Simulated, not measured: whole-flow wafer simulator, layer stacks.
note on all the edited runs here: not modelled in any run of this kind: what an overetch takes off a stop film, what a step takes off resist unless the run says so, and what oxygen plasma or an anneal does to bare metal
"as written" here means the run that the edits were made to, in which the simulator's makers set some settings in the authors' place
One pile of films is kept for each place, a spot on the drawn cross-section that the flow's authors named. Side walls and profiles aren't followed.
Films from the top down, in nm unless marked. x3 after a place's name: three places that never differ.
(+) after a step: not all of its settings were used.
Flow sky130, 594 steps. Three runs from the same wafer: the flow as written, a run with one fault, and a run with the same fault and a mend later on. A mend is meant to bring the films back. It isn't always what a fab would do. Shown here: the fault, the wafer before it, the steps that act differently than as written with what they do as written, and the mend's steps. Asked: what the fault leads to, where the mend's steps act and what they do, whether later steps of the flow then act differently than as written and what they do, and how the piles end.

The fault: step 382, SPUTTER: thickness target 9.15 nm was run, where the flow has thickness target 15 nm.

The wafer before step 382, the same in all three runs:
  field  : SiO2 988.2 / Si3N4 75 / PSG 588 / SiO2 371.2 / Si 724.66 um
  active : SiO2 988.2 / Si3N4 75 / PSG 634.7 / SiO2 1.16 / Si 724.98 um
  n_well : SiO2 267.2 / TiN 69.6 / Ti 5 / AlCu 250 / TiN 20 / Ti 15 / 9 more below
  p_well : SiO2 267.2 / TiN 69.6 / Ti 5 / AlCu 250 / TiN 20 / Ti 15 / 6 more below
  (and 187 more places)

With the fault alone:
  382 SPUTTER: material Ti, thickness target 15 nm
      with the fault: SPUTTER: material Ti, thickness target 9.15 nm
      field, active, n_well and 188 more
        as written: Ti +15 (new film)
        with the fault: Ti +9.15 (new film)
  Later steps of the flow that act differently than as written (13 more steps differ only slightly, by at most 2% or 0.5 nm, whichever is larger, and aren't shown):
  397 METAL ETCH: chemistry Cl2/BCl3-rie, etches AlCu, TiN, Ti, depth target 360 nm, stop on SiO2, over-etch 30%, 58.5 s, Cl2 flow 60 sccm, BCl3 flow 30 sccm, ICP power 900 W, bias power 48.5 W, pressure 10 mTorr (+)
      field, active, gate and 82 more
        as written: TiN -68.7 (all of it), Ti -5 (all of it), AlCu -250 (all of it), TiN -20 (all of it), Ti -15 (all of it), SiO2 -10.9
        with the fault: TiN -68.7 (all of it), Ti -5 (all of it), AlCu -250 (all of it), TiN -20 (all of it), Ti -9.15 (all of it), SiO2 -11.5
  At the end the piles differ from the flow's by more than 2% or 0.5 nm, whichever is larger, at n_well, p_well, gate_hv and 103 more.
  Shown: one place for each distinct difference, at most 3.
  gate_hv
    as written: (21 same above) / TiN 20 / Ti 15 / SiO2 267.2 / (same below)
    with the fault: (21 same above) / TiN 20 / Ti 9.15 / SiO2 267.2 / (same below)
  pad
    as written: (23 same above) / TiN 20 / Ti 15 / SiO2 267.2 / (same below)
    with the fault: (23 same above) / TiN 20 / Ti 9.15 / SiO2 267.2 / (same below)
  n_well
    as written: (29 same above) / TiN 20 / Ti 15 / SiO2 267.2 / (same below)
    with the fault: (29 same above) / TiN 20 / Ti 9.15 / SiO2 267.2 / (same below)

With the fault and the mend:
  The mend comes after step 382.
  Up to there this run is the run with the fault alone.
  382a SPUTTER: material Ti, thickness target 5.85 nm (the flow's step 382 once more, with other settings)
      field, active, n_well and 188 more
        Ti +5.85
  No later step of the flow acts differently than as written at any place that is followed.
  At the end the piles are the same as the flow's at every place that both follow.
